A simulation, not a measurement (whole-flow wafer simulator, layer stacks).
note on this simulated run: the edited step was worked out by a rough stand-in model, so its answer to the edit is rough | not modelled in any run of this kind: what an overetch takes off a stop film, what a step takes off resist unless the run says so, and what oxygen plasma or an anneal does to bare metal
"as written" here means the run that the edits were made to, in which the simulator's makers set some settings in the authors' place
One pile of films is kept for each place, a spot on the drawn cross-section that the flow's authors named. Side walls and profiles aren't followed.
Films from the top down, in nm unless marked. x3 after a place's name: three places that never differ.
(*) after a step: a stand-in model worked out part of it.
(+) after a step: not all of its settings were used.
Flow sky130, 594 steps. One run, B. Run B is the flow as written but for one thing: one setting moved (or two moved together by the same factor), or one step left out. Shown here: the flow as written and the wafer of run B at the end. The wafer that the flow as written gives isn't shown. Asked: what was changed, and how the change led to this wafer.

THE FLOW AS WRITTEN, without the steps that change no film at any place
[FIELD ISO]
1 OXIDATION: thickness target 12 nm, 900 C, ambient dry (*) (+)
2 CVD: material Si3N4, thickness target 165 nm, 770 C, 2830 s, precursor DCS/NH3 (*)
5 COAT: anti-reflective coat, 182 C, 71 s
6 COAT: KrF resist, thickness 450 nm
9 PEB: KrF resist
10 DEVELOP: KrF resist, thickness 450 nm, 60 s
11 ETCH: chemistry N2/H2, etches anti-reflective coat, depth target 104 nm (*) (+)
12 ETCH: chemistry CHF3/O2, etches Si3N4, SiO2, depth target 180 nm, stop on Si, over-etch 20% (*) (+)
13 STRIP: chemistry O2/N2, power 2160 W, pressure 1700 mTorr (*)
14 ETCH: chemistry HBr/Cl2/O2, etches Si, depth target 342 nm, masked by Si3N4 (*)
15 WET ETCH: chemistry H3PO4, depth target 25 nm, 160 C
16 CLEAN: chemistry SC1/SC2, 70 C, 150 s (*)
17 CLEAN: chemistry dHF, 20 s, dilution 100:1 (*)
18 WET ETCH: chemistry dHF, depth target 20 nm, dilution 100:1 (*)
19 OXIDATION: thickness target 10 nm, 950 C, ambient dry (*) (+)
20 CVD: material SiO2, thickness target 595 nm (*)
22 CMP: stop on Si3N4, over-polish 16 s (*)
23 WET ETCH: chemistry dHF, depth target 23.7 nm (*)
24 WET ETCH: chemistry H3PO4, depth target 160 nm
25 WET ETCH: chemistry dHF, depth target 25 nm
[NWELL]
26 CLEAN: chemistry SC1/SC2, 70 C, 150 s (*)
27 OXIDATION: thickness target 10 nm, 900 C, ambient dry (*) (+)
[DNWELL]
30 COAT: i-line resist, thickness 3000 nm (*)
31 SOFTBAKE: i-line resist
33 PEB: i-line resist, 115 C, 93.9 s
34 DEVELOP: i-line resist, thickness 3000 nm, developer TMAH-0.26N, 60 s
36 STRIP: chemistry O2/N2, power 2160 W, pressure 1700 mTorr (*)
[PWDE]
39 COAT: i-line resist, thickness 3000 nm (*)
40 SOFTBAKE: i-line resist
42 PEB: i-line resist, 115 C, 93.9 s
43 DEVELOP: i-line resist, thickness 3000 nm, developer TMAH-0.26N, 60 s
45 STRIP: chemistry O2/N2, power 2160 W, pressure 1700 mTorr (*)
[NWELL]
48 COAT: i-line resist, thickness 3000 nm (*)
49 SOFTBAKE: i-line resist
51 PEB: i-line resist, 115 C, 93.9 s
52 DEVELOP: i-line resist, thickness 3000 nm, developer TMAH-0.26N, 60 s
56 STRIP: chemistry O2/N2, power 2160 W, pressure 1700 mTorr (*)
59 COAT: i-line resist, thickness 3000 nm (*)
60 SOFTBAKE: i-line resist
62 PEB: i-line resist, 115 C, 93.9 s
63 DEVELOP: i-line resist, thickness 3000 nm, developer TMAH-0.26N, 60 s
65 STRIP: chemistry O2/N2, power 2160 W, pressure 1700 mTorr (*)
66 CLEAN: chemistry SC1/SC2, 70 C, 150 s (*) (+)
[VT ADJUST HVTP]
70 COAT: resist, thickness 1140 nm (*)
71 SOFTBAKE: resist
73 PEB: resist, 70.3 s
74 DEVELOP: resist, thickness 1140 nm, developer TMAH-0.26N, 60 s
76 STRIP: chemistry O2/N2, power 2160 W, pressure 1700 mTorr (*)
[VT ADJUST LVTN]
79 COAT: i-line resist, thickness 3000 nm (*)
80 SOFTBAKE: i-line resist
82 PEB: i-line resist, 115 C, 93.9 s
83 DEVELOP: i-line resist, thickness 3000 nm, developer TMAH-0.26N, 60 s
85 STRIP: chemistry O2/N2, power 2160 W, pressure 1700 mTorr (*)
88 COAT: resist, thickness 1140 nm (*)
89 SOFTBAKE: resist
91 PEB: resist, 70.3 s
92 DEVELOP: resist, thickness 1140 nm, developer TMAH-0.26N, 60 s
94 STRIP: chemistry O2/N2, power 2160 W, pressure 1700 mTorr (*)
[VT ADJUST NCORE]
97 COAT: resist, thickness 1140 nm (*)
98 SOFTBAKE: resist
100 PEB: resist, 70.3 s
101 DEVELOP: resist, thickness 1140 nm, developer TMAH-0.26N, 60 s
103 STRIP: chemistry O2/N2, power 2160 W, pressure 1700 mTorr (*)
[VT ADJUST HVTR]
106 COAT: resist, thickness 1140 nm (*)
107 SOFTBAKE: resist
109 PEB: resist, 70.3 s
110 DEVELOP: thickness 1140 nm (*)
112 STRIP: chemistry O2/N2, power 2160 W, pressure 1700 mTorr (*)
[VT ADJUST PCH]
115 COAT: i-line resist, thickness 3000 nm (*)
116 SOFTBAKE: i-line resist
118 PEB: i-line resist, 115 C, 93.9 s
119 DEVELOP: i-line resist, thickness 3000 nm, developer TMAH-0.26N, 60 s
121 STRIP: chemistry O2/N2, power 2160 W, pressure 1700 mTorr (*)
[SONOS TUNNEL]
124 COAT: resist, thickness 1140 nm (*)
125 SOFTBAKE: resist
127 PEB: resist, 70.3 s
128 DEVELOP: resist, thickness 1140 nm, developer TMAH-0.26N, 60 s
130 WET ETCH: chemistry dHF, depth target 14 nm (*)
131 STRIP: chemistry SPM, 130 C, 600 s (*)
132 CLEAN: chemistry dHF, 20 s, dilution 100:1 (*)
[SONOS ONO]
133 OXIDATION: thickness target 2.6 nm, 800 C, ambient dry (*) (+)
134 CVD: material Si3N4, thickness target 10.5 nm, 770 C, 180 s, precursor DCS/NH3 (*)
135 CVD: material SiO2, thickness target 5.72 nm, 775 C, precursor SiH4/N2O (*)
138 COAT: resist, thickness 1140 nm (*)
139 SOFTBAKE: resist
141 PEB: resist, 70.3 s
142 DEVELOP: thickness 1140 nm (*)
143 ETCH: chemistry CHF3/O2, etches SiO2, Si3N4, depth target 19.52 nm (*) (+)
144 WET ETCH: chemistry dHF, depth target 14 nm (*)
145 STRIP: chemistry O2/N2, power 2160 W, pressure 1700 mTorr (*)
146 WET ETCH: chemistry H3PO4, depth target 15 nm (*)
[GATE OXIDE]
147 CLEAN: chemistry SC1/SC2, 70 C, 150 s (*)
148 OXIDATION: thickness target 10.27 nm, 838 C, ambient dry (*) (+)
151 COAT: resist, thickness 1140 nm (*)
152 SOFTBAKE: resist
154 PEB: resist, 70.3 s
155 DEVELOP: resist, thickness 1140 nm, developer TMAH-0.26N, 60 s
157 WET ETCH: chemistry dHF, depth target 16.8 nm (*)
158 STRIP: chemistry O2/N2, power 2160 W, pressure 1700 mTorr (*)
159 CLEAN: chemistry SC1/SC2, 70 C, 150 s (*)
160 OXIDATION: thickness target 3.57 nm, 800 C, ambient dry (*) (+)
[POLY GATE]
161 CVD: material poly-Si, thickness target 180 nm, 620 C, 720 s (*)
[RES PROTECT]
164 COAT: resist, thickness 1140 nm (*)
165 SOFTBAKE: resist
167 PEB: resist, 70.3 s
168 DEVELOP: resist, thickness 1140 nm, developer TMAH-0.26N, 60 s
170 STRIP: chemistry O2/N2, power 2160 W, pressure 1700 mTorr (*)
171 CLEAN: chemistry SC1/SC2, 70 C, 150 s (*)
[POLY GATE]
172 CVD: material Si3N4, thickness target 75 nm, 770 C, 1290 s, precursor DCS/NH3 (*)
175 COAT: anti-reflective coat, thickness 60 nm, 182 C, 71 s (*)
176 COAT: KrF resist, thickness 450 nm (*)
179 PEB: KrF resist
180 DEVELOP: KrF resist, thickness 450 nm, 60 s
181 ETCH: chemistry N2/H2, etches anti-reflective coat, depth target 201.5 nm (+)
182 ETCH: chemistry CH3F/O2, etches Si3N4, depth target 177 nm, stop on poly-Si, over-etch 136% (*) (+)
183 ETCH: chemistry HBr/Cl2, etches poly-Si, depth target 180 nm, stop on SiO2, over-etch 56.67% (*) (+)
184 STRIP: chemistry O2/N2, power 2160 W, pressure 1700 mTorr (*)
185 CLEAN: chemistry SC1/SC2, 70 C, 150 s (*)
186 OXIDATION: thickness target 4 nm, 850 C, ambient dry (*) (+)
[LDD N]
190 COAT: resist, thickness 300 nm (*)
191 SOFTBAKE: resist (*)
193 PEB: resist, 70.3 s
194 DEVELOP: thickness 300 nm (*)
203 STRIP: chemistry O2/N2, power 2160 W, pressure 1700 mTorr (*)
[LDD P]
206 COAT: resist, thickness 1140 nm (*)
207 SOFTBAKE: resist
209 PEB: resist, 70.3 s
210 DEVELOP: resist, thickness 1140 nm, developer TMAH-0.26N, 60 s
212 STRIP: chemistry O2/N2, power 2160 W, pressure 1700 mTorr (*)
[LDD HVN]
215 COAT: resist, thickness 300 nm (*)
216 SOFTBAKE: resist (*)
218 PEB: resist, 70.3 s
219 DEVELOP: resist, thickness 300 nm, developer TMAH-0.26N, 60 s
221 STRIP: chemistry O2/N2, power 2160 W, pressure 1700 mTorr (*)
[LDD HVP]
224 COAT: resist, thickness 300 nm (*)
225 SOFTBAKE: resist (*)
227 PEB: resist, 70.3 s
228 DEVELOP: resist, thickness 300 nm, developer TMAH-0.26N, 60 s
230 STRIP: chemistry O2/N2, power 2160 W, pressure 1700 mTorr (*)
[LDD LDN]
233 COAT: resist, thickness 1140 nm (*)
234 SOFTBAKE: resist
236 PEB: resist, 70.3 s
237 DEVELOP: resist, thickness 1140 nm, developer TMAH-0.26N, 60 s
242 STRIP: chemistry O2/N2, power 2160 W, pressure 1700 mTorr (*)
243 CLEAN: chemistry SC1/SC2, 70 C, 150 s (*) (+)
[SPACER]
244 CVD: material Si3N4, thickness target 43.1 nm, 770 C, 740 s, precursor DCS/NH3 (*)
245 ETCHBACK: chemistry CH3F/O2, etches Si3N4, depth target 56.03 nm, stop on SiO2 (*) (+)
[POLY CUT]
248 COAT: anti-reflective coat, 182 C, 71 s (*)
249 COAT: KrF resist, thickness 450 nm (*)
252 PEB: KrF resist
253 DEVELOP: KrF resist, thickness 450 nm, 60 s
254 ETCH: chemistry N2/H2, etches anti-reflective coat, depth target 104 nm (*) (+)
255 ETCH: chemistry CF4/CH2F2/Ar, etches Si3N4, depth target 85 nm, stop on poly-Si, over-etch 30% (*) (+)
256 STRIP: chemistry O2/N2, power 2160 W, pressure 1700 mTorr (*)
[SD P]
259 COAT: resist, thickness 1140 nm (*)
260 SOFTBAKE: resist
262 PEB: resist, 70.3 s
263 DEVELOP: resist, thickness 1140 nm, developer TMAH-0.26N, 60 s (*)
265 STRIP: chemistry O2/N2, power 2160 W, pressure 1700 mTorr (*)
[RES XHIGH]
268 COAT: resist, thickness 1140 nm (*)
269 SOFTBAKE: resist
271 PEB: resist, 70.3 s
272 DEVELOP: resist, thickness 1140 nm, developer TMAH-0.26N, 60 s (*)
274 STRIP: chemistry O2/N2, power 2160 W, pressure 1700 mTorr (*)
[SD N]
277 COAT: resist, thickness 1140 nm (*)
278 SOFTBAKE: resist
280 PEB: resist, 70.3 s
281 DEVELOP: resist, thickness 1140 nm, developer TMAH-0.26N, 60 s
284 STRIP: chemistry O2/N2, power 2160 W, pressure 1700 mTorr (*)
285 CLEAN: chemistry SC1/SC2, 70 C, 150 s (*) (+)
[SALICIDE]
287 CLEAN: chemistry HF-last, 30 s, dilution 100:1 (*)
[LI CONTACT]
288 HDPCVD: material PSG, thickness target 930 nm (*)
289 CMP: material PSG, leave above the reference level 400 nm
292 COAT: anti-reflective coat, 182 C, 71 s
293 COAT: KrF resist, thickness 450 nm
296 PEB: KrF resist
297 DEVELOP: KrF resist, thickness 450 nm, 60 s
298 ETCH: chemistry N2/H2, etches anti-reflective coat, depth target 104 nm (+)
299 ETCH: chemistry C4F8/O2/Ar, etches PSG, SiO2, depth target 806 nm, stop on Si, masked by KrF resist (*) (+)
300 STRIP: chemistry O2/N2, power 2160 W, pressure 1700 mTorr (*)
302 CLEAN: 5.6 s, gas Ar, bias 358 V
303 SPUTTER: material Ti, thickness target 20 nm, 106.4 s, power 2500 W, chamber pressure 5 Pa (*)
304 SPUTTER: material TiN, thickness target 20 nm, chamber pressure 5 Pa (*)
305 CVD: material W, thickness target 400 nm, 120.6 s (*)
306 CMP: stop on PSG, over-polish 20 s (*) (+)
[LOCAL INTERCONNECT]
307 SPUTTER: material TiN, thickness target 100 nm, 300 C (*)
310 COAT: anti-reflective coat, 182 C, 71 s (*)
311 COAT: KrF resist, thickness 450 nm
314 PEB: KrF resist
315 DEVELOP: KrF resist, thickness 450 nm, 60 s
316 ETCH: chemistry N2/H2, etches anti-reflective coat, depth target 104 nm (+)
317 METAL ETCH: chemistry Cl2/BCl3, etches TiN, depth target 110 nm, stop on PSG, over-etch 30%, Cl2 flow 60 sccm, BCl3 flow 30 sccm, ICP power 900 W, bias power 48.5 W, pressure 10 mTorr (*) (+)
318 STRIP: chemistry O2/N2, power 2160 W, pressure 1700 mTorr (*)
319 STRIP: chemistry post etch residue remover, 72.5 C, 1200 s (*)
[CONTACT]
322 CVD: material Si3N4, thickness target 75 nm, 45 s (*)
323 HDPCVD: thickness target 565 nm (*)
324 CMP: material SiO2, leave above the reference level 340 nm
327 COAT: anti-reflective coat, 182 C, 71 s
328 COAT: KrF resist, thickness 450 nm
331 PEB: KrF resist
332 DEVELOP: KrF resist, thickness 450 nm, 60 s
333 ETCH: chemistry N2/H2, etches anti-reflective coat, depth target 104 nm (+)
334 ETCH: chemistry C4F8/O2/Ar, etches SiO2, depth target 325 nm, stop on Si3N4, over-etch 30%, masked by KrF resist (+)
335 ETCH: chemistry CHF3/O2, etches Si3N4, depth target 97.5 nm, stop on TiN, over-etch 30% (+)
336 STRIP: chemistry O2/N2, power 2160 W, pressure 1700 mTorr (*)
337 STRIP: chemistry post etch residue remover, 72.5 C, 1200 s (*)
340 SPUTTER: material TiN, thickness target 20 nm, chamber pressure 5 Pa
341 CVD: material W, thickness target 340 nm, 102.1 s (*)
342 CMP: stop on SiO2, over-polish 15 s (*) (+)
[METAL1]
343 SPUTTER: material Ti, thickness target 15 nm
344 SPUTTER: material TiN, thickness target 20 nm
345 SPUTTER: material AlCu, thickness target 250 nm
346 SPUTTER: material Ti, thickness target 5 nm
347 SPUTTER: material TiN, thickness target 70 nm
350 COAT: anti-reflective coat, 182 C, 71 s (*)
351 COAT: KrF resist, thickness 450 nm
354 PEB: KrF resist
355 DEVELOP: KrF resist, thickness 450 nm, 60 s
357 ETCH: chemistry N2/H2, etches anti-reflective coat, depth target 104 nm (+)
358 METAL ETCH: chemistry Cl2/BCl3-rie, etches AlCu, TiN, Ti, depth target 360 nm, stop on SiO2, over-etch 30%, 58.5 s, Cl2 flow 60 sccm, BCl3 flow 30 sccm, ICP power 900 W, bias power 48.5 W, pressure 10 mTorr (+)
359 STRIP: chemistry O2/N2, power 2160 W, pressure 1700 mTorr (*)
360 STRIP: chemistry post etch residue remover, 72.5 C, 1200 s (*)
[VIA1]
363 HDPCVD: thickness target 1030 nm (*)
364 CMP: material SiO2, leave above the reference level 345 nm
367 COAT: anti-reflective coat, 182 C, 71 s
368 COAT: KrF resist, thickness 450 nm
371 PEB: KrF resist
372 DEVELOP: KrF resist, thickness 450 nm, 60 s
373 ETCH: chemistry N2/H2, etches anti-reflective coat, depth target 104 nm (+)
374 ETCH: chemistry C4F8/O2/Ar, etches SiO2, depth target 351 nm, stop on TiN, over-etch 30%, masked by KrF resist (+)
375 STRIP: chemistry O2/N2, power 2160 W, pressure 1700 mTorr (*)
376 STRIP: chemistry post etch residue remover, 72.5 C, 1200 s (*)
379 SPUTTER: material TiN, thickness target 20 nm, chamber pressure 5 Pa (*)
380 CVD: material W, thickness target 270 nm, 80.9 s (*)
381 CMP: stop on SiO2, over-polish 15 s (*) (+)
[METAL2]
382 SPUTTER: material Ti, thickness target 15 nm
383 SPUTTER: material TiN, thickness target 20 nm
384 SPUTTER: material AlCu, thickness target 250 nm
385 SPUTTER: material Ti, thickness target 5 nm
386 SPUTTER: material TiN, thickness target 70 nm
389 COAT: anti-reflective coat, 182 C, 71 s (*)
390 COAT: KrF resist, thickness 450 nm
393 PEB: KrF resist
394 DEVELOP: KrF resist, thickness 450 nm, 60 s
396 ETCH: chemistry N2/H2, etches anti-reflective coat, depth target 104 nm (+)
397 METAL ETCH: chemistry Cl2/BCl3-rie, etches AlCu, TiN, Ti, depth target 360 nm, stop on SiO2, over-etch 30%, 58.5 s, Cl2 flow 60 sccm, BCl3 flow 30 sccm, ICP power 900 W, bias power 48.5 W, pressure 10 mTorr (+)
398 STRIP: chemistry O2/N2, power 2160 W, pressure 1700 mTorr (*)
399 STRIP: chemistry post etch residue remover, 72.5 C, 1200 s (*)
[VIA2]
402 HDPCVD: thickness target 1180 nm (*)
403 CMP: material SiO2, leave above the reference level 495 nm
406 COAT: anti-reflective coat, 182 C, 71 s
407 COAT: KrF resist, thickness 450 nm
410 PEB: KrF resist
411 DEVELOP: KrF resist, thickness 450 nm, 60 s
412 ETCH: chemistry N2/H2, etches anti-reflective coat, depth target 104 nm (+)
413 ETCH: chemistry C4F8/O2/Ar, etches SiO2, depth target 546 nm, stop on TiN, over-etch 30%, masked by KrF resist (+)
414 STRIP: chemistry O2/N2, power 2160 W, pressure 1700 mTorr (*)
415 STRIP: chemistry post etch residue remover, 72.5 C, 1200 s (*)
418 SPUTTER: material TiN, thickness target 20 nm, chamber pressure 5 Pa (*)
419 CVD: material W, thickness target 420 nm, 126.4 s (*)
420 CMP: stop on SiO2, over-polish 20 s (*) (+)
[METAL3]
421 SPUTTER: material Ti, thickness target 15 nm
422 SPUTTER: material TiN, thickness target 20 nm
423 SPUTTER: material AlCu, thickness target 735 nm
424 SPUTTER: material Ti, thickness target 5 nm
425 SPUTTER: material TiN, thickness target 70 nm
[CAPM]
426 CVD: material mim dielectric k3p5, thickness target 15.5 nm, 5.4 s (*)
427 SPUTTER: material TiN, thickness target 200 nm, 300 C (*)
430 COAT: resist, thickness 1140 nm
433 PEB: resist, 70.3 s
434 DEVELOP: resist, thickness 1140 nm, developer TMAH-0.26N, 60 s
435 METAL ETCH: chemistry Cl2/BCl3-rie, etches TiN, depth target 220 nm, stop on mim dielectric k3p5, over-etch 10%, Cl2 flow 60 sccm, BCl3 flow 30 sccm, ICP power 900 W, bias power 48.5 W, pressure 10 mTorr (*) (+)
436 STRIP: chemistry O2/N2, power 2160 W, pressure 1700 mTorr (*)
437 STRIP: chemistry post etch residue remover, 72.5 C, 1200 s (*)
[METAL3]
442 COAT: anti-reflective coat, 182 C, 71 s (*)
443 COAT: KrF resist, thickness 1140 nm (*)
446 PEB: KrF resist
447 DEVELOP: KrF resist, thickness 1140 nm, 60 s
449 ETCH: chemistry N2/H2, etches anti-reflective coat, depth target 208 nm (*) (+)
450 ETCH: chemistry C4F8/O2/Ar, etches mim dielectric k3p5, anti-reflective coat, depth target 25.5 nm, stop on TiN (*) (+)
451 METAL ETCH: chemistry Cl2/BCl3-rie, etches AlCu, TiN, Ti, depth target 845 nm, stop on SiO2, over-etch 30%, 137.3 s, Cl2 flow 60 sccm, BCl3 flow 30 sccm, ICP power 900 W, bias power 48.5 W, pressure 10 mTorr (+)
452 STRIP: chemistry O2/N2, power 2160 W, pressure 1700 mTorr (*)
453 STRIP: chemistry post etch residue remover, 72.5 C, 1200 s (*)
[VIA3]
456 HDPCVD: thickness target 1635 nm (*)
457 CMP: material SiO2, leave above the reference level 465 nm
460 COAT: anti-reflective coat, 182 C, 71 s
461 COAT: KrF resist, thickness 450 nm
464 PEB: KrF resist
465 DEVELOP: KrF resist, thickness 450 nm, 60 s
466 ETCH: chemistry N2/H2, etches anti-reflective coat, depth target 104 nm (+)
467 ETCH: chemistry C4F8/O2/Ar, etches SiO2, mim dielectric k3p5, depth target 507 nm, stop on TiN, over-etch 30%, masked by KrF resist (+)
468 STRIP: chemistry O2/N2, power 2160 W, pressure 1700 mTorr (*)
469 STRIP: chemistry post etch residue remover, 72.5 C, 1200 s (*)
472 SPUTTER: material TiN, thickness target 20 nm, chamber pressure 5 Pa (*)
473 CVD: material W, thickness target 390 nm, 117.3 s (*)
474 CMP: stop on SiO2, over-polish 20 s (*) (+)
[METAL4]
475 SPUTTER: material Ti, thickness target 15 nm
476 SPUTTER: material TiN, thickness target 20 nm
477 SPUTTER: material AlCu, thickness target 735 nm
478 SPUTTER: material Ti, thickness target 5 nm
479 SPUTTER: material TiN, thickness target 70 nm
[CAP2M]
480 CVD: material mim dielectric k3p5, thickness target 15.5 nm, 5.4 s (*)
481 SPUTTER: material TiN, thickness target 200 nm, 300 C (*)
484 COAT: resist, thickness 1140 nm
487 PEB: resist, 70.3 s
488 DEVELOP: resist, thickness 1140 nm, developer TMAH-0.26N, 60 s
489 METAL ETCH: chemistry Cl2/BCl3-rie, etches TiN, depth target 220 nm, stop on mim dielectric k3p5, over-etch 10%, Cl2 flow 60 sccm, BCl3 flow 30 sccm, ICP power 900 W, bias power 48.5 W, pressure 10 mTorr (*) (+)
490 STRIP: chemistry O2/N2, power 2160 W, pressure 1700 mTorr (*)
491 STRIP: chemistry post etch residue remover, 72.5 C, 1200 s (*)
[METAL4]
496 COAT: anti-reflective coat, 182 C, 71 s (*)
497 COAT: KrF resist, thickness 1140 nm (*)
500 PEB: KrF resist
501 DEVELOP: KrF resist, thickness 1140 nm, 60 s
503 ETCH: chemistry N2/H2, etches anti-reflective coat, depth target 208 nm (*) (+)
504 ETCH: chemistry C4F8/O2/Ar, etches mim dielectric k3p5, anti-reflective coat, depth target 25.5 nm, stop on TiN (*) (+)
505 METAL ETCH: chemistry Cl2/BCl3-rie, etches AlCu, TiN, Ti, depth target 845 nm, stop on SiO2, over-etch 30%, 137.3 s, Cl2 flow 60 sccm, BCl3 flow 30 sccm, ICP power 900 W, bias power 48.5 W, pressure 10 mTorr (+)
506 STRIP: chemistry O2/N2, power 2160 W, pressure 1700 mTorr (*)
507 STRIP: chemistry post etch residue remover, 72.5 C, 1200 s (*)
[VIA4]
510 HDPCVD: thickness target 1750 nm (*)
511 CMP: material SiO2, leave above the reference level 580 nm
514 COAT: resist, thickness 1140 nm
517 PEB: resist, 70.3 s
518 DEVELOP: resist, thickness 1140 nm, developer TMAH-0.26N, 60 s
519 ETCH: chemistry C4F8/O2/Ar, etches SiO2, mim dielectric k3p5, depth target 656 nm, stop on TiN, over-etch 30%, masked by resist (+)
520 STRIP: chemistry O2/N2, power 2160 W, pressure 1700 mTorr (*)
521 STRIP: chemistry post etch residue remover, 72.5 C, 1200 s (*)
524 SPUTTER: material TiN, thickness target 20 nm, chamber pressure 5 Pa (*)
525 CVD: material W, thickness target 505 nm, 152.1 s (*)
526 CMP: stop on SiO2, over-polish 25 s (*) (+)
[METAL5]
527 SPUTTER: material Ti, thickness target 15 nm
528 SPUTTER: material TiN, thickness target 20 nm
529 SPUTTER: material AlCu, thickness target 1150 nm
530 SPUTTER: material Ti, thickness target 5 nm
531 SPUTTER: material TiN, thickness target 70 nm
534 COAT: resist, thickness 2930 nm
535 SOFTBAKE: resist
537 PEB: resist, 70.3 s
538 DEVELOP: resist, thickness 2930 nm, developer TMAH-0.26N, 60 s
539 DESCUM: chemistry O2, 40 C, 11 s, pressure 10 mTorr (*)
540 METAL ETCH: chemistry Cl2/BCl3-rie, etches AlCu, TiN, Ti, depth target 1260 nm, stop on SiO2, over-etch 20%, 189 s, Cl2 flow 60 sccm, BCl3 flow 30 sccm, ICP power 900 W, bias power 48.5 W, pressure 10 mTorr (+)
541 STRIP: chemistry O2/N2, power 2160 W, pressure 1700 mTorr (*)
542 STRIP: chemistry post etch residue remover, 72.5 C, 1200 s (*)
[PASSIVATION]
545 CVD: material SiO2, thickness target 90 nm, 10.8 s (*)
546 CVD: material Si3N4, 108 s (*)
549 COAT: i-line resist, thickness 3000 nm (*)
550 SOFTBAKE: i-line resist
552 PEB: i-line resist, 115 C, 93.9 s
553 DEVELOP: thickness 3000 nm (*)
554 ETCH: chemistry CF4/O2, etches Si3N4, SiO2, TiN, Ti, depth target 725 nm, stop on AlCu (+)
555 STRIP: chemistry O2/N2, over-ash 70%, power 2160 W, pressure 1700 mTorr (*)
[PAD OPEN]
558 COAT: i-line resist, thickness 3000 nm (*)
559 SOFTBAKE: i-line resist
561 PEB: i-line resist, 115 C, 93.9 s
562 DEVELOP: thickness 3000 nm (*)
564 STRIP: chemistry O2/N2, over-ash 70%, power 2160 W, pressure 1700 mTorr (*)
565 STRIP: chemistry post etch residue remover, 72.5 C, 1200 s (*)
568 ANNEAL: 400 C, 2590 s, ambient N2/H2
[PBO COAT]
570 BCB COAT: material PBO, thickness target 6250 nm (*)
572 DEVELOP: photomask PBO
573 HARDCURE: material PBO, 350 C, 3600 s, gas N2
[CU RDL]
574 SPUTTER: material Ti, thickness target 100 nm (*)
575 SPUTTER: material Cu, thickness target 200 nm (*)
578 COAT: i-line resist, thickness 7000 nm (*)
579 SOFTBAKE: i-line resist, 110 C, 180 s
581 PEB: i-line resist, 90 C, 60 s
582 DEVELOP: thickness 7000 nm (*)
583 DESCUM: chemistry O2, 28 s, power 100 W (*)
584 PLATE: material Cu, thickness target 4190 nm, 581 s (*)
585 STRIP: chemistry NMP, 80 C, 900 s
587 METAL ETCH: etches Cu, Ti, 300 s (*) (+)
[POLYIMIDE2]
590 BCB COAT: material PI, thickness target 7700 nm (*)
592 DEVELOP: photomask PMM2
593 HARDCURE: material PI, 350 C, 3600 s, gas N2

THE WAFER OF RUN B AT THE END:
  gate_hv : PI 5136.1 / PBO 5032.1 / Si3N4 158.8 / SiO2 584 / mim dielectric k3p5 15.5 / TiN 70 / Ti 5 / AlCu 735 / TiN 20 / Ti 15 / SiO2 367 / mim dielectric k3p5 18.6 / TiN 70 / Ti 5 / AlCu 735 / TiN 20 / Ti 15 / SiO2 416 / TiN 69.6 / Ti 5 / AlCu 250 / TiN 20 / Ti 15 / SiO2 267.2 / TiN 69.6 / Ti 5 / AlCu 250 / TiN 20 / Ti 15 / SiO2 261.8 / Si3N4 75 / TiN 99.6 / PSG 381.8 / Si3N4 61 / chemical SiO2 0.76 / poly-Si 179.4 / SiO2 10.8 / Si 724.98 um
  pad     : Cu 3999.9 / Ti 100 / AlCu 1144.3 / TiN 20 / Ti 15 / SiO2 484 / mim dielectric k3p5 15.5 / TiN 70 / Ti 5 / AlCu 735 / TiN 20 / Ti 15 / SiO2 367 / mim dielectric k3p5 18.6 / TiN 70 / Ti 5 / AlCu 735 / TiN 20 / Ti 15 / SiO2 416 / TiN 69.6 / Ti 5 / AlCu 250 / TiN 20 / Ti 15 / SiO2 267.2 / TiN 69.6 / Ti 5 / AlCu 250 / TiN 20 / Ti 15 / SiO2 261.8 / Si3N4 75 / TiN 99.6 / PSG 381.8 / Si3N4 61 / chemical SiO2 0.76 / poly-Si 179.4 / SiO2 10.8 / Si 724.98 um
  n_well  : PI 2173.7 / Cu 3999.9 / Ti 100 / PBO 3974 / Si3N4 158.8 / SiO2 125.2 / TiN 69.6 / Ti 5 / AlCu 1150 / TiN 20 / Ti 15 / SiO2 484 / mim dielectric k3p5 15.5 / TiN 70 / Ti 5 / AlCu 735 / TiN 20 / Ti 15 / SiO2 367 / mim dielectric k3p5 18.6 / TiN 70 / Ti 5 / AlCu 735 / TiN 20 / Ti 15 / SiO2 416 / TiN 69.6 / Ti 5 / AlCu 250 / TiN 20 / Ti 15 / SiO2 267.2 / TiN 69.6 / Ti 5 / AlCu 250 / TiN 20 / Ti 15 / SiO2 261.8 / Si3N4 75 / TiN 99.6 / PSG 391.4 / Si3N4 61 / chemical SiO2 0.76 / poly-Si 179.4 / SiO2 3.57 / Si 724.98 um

The cause: step 426, CVD: thickness target 18.6 nm was run, where the flow has thickness target 15.5 nm; step 426, CVD: 6.48 s was run, where the flow has 5.4 s.
It can be read off the wafer: gate_hv has mim dielectric k3p5 18.6, and step 426 as written asks for 15.5 nm.

How the change led to this, step by step:
  426 CVD: material mim dielectric k3p5, thickness target 15.5 nm, 5.4 s (*)
      field, active, n_well and 188 more: mim dielectric k3p5 +18.6 (new film) (as written it would be: mim dielectric k3p5 +15.5 (new film))
  450 ETCH: chemistry C4F8/O2/Ar, etches mim dielectric k3p5, anti-reflective coat, depth target 25.5 nm, stop on TiN (*) (+)
      n_well, p_well, gate_hv and 104 more: KrF resist -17 (as written it would be: KrF resist -15.5)
      field, active, gate and 82 more: mim dielectric k3p5 -18.6 (all of it) (as written it would be: mim dielectric k3p5 -15.5 (all of it))
  467 ETCH: chemistry C4F8/O2/Ar, etches SiO2, mim dielectric k3p5, depth target 507 nm, stop on TiN, over-etch 30%, masked by KrF resist (+)
      m1: SiO2 -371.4 (all of it), mim dielectric k3p5 -18.6 (all of it) (as written it would be: SiO2 -374.5 (all of it), mim dielectric k3p5 -15.5 (all of it))
      via3_hole: SiO2 -370.8 (all of it), mim dielectric k3p5 -18.6 (all of it) (as written it would be: SiO2 -373.9 (all of it), mim dielectric k3p5 -15.5 (all of it))
